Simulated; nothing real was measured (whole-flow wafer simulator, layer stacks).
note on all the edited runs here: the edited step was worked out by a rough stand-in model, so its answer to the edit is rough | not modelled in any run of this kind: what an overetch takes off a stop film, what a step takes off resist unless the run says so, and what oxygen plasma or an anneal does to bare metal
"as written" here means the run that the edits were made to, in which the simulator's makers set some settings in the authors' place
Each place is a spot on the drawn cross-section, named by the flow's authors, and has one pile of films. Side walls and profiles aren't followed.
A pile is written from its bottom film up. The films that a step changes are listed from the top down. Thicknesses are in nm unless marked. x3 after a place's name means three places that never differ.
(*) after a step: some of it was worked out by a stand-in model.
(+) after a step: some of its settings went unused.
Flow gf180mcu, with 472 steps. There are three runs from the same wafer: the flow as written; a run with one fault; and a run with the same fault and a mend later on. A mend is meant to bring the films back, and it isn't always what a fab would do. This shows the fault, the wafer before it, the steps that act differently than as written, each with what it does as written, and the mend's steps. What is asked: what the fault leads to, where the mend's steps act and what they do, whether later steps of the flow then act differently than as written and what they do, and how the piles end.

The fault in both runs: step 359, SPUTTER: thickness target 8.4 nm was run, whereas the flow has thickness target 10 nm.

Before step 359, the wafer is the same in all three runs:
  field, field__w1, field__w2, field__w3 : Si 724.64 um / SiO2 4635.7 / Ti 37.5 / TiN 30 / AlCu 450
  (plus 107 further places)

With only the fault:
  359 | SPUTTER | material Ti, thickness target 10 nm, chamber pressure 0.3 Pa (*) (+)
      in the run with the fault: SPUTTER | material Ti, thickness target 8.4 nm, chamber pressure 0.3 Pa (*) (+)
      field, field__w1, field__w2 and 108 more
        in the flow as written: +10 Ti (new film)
        in the run with the fault: +8.4 Ti (new film)
  Later steps of the flow acting differently than as written (not shown: 4 more steps that differ only slightly, by at most 2% or 0.5 nm, whichever is larger):
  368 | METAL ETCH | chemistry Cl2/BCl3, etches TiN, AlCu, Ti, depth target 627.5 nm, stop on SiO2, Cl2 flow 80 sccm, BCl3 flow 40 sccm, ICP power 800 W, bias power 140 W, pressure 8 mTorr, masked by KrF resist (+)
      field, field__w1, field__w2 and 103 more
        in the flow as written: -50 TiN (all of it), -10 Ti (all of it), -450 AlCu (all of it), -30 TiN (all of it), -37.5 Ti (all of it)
        in the run with the fault: -50 TiN (all of it), -8.4 Ti (all of it), -450 AlCu (all of it), -30 TiN (all of it), -37.5 Ti (all of it)
  The piles end different from the flow's at field__w8, contact, m1, m1__w1, m1_nw by more than 2% or 0.5 nm, whichever is larger.
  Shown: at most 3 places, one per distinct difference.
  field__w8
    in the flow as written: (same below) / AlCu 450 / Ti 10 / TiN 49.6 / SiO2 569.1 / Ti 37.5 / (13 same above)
    in the run with the fault: (same below) / AlCu 450 / Ti 8.4 / TiN 49.6 / SiO2 570.7 / Ti 37.5 / (13 same above)
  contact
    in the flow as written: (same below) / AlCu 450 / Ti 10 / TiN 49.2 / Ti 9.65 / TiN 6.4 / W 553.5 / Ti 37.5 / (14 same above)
    in the run with the fault: (same below) / AlCu 450 / Ti 8.4 / TiN 49.2 / Ti 9.64 / TiN 6.4 / W 555.1 / Ti 37.5 / (14 same above)

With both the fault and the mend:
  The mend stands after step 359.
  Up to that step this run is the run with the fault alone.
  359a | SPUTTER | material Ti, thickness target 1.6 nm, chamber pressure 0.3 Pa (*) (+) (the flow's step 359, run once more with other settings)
      field, field__w1, field__w2 and 108 more
        +1.6 Ti
  Every later step of the flow that is run acts as written at every place that is followed.
  By the end, the piles equal the flow's at every place that both follow.
